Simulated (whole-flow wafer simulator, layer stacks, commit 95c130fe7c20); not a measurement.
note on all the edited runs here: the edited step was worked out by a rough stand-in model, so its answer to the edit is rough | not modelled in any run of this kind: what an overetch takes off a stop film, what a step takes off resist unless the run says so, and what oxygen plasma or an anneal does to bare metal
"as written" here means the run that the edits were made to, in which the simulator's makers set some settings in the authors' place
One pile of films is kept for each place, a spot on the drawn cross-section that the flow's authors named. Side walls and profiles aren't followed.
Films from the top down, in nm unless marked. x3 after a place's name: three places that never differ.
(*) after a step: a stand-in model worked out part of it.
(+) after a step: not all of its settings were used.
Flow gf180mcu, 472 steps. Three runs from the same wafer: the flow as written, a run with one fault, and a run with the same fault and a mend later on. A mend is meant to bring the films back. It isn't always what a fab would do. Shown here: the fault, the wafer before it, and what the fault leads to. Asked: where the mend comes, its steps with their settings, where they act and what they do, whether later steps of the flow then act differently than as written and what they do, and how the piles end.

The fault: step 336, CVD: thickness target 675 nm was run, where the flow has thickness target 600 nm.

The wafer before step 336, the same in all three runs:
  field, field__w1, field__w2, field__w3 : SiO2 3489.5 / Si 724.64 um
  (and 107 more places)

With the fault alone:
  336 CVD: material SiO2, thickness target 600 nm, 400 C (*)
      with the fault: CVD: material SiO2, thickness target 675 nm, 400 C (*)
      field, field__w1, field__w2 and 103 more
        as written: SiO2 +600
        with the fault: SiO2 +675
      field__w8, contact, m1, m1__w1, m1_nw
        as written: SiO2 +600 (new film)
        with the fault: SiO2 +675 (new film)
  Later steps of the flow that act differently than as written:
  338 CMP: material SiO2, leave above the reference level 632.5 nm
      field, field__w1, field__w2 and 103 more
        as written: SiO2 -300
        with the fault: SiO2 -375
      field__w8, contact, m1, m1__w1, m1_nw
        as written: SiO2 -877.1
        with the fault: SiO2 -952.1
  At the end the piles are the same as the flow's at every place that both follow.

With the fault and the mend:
  The mend comes after step 347.
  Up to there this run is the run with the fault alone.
  348 ETCH: chemistry C4F8/O2/Ar, etches SiO2, depth target 1035 nm, stop on TiN, over-etch 70%, masked by KrF resist (+) (the flow's step 348, which as written has depth target 960 nm)
      field, field__w1, field__w2 and 107 more
        KrF resist -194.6
      contact
        SiO2 -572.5 (all of it)
  No later step of the flow acts differently than as written, at any place that is followed, by more than 2% or 0.5 nm, whichever is larger.
  At the end the piles are the same as the flow's at every place that both follow.
